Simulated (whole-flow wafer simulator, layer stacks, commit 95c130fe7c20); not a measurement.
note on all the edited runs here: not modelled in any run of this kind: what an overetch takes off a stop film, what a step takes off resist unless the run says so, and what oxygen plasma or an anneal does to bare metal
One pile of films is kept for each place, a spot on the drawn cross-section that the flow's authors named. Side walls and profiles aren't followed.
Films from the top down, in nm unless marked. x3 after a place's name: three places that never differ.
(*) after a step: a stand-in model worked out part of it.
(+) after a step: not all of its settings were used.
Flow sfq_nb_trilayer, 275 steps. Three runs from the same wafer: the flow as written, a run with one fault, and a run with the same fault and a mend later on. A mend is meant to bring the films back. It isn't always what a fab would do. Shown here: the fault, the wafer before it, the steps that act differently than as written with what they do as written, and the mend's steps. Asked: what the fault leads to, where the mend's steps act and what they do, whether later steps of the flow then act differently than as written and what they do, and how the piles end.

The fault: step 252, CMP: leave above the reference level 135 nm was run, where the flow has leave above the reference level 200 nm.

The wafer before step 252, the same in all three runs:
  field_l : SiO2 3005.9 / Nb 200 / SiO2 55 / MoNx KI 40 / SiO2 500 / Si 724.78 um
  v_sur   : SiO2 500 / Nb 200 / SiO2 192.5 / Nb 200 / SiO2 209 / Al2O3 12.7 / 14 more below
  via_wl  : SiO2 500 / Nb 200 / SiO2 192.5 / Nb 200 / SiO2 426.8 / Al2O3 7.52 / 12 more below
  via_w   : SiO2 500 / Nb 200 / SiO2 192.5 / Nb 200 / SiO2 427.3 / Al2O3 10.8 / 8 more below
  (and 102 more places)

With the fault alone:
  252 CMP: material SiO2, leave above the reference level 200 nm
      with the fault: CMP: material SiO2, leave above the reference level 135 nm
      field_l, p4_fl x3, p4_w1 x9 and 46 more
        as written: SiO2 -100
        with the fault: SiO2 -165
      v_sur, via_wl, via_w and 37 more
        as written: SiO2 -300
        with the fault: SiO2 -365
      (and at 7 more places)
  Later steps of the flow that act differently than as written (4 more steps differ only slightly, by at most 2% or 0.5 nm, whichever is larger, and aren't shown):
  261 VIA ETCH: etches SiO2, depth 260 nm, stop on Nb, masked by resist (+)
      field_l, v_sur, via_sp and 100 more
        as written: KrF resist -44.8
        with the fault: KrF resist -34.9
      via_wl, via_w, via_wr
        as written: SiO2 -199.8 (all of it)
        with the fault: SiO2 -134.8 (all of it)
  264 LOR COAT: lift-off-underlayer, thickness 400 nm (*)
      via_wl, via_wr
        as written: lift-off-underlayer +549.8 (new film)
        with the fault: lift-off-underlayer +501.1 (new film)
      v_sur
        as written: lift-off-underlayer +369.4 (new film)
        with the fault: lift-off-underlayer +379.4 (new film)
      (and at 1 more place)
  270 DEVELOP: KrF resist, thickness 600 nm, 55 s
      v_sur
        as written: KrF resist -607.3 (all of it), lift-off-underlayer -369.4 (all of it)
        with the fault: KrF resist -604.5 (all of it), lift-off-underlayer -379.4 (all of it)
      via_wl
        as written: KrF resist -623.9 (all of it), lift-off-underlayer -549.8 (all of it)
        with the fault: KrF resist -615.7 (all of it), lift-off-underlayer -501.1 (all of it)
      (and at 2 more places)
  At the end the piles differ from the flow's by more than 2% or 0.5 nm, whichever is larger, at field_l, v_sur, via_sp and 100 more.
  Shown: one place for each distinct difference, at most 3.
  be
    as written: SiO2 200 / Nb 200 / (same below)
    with the fault: SiO2 135 / Nb 200 / (same below)
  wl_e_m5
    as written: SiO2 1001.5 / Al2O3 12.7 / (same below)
    with the fault: SiO2 936.5 / Al2O3 12.7 / (same below)
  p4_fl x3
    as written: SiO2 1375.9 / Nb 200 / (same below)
    with the fault: SiO2 1310.9 / Nb 200 / (same below)

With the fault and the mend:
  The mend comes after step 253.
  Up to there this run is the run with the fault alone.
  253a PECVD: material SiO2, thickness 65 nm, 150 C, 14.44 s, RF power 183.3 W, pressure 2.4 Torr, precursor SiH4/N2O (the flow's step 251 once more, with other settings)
      field_l, v_sur, via_wl and 103 more
        SiO2 +65
  No later step of the flow acts differently than as written at any place that is followed.
  At the end the piles are the same as the flow's at every place that both follow.
